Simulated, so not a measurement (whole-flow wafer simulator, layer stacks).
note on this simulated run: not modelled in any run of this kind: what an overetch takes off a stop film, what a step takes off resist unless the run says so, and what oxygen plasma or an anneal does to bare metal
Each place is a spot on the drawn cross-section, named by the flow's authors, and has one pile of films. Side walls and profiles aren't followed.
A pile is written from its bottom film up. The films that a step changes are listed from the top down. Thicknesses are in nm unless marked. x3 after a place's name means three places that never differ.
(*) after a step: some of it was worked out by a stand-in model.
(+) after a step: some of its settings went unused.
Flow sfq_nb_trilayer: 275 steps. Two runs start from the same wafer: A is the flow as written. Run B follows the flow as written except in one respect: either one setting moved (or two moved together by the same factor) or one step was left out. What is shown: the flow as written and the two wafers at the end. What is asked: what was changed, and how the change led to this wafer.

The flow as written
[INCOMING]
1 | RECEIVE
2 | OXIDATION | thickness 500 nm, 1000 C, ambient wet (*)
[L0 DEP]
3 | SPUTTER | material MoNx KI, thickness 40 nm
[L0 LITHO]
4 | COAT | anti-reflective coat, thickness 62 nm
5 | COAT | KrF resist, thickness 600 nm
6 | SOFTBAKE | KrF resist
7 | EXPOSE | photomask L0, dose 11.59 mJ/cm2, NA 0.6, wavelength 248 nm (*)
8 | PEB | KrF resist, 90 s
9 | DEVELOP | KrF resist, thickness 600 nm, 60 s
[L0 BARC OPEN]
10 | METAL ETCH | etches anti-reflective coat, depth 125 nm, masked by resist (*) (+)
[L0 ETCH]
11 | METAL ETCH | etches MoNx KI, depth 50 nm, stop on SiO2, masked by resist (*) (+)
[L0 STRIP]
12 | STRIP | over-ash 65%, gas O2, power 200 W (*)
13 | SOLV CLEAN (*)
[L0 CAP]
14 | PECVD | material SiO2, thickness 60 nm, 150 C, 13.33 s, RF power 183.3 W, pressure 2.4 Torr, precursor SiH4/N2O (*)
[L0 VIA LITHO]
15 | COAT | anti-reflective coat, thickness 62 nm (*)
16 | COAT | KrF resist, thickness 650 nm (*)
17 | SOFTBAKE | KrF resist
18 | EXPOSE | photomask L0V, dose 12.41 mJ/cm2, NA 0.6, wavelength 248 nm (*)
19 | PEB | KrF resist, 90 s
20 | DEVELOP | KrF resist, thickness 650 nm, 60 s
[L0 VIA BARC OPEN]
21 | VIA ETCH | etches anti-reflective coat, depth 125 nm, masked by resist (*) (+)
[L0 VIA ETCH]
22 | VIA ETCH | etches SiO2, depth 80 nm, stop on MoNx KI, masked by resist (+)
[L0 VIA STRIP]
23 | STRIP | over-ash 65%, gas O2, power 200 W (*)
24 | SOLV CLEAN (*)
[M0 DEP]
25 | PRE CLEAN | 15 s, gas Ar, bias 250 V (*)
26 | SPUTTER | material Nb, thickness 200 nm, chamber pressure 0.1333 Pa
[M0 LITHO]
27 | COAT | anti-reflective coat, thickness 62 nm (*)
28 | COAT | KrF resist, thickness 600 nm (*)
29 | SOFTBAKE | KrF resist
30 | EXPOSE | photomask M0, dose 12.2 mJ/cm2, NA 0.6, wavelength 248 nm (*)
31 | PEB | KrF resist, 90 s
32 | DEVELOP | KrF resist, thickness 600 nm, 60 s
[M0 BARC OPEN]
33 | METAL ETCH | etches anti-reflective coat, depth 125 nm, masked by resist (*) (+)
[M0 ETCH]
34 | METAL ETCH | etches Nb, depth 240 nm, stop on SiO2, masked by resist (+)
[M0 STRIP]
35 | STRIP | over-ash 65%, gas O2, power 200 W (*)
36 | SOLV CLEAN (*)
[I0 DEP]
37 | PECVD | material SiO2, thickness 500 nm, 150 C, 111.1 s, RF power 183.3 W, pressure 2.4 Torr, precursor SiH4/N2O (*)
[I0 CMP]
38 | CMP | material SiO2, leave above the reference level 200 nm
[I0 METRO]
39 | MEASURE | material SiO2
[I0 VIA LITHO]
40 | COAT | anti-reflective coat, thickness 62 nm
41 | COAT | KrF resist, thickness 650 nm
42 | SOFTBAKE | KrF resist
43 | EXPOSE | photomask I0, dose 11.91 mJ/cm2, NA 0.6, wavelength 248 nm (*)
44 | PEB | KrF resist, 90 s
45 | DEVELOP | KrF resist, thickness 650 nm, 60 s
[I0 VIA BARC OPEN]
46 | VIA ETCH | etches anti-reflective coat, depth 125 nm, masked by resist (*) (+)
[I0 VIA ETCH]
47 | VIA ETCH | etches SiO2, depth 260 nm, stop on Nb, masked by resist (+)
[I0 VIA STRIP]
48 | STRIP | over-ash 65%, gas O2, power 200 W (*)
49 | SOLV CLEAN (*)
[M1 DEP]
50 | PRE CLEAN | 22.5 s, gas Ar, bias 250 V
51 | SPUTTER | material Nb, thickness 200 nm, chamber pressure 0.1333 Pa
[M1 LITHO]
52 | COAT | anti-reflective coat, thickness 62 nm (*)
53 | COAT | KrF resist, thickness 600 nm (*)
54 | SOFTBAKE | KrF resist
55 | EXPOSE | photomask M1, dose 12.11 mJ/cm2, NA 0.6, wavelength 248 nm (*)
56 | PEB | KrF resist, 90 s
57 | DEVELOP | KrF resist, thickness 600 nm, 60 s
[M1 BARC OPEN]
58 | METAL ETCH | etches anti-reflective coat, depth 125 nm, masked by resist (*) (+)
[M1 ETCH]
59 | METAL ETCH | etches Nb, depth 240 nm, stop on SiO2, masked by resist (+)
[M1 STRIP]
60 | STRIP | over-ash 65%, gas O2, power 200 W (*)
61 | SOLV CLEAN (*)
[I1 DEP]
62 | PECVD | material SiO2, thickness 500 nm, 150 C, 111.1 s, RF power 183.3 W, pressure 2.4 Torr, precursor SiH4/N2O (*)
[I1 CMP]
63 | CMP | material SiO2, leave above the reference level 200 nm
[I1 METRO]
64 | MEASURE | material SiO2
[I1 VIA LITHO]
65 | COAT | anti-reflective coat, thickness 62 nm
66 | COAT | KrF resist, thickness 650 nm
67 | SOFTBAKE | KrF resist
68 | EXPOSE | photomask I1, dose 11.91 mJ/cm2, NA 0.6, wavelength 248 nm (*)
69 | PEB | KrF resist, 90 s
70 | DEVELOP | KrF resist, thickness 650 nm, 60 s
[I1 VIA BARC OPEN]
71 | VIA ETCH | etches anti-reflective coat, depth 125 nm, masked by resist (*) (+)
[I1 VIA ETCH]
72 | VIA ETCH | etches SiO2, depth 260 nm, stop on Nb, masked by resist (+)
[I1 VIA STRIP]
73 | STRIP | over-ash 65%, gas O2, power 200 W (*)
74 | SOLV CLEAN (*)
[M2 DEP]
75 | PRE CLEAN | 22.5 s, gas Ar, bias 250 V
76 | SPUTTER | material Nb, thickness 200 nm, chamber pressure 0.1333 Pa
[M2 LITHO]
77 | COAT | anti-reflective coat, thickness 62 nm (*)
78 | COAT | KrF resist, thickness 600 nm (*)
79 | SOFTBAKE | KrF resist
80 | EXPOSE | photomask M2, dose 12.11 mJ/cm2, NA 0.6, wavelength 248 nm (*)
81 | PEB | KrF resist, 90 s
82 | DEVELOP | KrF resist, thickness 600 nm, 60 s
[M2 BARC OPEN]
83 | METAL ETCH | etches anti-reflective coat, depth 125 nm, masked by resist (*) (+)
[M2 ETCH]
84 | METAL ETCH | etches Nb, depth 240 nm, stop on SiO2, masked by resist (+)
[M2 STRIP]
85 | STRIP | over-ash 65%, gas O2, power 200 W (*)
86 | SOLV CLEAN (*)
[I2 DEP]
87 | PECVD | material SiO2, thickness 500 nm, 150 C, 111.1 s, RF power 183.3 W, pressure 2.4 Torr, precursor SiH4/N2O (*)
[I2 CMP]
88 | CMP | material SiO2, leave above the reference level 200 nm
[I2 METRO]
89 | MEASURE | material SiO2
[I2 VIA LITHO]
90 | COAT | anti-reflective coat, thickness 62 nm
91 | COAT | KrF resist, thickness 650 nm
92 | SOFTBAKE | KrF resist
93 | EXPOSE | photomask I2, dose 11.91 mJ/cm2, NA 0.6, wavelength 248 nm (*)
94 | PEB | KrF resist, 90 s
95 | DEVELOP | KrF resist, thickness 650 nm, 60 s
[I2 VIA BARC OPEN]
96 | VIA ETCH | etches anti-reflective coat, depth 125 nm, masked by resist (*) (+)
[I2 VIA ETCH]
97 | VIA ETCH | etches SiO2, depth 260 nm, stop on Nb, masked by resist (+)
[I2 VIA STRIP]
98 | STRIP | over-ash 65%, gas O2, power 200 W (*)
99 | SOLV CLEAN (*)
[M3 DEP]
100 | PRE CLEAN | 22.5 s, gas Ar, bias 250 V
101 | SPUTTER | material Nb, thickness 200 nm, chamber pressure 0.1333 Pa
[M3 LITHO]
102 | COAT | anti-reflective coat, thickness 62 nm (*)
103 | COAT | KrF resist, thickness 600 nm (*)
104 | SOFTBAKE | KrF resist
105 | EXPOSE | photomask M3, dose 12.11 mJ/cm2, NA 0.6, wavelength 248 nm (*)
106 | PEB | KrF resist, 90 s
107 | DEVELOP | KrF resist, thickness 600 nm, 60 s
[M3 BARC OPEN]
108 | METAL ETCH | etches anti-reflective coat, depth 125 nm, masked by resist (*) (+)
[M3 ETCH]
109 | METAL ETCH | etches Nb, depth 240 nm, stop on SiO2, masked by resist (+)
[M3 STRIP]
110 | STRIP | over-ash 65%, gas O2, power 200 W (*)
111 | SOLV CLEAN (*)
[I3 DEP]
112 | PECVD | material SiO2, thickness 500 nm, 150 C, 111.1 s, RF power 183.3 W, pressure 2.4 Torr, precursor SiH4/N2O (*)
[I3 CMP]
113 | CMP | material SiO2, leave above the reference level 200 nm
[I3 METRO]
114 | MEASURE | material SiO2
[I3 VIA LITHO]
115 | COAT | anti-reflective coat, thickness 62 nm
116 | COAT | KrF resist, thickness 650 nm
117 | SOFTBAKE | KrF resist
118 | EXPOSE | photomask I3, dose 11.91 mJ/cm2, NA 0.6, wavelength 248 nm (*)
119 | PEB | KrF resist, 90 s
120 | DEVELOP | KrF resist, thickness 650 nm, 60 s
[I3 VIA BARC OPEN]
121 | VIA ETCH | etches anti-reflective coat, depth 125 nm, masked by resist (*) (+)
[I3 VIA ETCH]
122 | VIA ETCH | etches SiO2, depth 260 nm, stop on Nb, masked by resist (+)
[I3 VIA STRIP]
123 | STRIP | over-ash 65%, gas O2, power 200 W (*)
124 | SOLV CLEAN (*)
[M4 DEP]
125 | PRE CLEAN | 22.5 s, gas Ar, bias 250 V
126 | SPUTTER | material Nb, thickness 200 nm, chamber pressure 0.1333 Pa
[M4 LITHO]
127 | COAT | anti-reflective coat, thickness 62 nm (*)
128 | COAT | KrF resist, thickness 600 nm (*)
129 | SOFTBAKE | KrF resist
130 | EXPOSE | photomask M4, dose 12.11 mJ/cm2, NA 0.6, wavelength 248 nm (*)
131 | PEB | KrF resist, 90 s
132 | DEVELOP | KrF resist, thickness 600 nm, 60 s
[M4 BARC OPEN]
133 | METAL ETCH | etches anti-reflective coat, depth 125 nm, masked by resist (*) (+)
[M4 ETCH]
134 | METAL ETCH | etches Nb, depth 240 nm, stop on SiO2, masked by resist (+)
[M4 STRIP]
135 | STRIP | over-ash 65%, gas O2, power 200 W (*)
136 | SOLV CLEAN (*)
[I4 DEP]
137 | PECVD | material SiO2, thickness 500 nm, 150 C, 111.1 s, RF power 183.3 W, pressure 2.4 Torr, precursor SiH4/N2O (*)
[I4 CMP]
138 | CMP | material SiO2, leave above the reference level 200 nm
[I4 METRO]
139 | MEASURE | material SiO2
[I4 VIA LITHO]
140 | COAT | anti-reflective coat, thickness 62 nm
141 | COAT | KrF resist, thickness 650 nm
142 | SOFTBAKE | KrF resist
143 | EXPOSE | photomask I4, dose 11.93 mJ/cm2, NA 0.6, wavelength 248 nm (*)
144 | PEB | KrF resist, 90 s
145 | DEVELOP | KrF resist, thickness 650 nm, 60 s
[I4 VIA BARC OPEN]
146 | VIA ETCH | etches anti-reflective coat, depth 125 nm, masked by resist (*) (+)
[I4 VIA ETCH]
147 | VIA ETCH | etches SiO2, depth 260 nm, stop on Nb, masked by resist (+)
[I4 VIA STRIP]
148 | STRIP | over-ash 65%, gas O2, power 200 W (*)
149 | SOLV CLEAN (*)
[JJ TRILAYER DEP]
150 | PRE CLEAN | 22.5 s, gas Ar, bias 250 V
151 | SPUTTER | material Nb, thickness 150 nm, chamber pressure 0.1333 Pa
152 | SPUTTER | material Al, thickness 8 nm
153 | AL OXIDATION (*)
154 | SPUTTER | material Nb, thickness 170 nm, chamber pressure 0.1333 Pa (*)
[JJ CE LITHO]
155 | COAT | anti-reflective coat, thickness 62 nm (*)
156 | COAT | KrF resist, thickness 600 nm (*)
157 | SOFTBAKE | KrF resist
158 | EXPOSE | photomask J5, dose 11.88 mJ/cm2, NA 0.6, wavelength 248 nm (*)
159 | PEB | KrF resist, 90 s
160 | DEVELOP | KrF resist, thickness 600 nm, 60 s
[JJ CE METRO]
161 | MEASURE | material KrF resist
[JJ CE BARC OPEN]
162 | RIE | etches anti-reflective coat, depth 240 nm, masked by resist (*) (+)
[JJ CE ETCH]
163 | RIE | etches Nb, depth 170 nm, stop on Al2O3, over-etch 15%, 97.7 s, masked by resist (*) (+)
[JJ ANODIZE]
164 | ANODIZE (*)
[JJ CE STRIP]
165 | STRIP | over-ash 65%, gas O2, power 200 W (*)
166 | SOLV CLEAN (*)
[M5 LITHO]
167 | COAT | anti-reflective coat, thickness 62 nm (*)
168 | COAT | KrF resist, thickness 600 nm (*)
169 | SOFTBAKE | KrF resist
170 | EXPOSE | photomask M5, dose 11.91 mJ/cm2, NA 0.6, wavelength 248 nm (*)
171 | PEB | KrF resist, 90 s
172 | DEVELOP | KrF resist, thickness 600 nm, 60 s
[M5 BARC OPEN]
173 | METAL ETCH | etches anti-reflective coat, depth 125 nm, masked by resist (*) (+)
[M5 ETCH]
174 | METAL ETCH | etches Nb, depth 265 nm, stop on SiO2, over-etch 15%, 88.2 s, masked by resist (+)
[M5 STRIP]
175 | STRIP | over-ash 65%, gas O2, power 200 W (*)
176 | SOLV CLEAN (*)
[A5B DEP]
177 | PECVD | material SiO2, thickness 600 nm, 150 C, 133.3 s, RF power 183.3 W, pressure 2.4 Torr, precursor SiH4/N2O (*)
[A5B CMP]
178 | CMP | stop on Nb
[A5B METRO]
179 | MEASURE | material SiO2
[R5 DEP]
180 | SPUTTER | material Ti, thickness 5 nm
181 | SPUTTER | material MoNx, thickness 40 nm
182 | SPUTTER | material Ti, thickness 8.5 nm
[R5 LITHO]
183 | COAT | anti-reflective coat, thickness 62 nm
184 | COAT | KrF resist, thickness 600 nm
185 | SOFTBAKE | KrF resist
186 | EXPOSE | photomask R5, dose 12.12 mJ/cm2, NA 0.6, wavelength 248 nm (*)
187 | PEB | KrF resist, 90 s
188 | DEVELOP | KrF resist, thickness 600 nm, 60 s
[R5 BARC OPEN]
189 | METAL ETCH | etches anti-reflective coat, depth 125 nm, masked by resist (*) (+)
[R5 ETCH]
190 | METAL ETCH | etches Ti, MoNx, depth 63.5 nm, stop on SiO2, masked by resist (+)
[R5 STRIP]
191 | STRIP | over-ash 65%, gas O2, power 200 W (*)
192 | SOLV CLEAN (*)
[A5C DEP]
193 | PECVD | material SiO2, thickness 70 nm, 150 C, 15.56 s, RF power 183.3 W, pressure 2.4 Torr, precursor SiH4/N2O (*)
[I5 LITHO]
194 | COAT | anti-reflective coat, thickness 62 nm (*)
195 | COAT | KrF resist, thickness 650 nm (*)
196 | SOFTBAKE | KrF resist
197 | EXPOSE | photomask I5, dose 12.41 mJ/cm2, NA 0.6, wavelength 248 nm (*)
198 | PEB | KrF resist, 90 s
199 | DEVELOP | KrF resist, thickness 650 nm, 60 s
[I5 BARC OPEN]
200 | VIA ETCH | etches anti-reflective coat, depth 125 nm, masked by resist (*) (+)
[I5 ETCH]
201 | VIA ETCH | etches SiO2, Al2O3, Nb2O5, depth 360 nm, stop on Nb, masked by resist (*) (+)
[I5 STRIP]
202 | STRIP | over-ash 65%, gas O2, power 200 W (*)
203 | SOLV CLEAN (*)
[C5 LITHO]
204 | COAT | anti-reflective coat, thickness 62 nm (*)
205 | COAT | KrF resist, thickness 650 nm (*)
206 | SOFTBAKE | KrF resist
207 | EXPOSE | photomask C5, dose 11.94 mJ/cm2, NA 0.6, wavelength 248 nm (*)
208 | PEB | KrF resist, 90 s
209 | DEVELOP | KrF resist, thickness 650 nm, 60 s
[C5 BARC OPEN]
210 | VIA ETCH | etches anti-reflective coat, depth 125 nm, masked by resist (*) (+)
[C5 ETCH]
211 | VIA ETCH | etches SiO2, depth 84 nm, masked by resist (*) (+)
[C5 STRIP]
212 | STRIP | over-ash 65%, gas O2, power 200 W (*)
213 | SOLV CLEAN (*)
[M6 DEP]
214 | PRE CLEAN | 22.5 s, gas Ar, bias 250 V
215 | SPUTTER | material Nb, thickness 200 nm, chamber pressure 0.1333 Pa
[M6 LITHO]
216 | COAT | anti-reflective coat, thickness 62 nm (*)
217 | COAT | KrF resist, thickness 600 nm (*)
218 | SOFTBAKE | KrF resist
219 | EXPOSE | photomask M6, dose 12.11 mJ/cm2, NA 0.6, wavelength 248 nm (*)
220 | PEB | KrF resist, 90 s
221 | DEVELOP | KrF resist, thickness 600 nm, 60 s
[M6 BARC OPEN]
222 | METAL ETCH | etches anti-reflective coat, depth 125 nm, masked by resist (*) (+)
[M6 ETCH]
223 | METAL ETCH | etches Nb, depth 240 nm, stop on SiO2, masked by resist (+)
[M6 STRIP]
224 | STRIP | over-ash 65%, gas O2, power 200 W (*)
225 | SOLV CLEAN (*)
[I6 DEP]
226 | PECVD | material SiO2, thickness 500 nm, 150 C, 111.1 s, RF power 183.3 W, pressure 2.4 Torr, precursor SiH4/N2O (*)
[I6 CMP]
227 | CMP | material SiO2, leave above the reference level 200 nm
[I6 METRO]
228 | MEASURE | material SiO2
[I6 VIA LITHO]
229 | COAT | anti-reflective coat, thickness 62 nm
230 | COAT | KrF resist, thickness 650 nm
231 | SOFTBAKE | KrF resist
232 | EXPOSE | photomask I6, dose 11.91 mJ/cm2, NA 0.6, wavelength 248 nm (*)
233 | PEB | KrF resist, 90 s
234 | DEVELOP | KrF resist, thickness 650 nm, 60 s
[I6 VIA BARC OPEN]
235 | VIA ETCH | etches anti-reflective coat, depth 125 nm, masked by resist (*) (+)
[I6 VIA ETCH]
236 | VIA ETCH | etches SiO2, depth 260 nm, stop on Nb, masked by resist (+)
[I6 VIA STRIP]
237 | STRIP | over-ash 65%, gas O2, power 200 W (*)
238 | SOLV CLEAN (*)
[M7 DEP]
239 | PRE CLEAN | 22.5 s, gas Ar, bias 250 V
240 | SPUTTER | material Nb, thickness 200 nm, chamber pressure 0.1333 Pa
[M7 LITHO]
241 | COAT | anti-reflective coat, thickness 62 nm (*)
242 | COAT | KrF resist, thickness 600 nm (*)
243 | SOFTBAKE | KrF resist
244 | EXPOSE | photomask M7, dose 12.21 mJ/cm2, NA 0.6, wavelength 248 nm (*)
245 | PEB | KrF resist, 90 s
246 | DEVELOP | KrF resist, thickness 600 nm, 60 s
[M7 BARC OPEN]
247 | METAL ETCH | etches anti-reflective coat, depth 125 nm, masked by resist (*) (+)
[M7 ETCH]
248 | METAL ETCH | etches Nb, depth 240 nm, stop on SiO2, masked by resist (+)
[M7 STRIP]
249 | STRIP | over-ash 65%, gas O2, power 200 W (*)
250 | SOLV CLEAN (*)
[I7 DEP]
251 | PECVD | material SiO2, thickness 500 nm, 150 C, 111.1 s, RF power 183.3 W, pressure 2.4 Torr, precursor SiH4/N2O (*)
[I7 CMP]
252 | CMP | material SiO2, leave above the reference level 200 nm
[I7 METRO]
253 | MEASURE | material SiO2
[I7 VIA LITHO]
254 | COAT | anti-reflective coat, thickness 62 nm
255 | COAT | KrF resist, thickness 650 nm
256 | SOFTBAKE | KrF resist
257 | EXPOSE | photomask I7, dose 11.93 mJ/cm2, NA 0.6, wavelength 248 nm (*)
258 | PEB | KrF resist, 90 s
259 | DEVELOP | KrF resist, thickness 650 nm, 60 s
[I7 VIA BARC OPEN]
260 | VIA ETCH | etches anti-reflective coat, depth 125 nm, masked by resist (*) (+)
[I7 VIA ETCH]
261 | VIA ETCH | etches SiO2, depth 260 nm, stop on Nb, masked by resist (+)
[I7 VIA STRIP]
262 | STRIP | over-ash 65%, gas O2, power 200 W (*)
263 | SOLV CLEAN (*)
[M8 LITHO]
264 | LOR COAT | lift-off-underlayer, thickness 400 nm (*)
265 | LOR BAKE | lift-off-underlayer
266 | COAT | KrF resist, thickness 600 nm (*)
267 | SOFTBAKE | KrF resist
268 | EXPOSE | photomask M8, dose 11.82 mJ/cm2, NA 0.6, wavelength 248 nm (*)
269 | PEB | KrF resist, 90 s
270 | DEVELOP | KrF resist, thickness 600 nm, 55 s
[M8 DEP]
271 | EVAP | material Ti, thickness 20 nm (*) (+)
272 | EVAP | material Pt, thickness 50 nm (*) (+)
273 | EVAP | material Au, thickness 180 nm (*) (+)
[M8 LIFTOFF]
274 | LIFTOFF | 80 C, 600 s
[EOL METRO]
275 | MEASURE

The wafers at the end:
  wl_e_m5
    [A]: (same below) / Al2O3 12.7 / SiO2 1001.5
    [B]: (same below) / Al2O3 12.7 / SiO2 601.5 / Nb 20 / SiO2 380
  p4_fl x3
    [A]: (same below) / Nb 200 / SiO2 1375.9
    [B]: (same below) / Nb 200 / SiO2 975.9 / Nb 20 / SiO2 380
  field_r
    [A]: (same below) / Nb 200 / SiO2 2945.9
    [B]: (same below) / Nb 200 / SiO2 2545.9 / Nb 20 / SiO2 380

The reason: step 248, METAL ETCH: depth 180 nm was run, whereas the flow has depth 240 nm.

The path from the change to this, step by step:
  248 | METAL ETCH | etches Nb, depth 240 nm, stop on SiO2, masked by resist (+)
      field_l, field_r, lsp_l and 62 more: A Nb loses 200 (all of it) | B Nb loses 180
      v_sur, via_wl, via_w and 38 more: A KrF resist loses 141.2 | B KrF resist loses 105.9
  249 | STRIP | over-ash 65%, gas O2, power 200 W (*)
      wl_j_sl, wl_jj, wl_j_sr and 14 more: A KrF resist loses 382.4 (all of it), anti-reflective coat loses 62 (all of it) | B KrF resist loses 417.7 (all of it), anti-reflective coat loses 62 (all of it)
      ln_m5, lsp_m, ln_m6, lsp_r: A KrF resist loses 381.9 (all of it), anti-reflective coat loses 61.8 (all of it) | B KrF resist loses 417.2 (all of it), anti-reflective coat loses 61.8 (all of it)
      (also at 20 further places)
  251 | PECVD | material SiO2, thickness 500 nm, 150 C, 111.1 s, RF power 183.3 W, pressure 2.4 Torr, precursor SiH4/N2O (*)
      field_l, p4_fl x3, p4_w1 x9 and 46 more: A SiO2 gains 500 | B SiO2 gains 500 (new film)
      field_r, lsp_l: A SiO2 gains 477.7 | B SiO2 gains 479.9 (new film)
      (also at 4 further places)
  252 | CMP | material SiO2, leave above the reference level 200 nm
      field_l, p4_fl x3, p4_w1 x9 and 46 more: A SiO2 loses 100 | B SiO2 loses 120
      field_r, lsp_l: A SiO2 loses 77.7 | B SiO2 loses 99.9
      (also at 2 further places)
If metal films that touch count as one body, wl_e_m5 has 7 bodies (between them, from the top down: SiO2 601.5 / Al2O3 12.7 / Nb2O5 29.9; SiO2 192.5; SiO2 192.5; SiO2 192.5; SiO2 192.5; SiO2 192.5); the flow as written gives 6 bodies (between them, from the top down: SiO2 192.5; SiO2 192.5; SiO2 192.5; SiO2 192.5; SiO2 192.5).
If metal films that touch count as one body, p4_fl x3 has 3 bodies (between them, from the top down: SiO2 975.9; SiO2 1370); the flow as written gives 2 bodies (between them, from the top down: SiO2 1370).
If metal films that touch count as one body, field_r has 2 bodies (between them, from the top down: SiO2 2545.9); the flow as written gives 1 body.
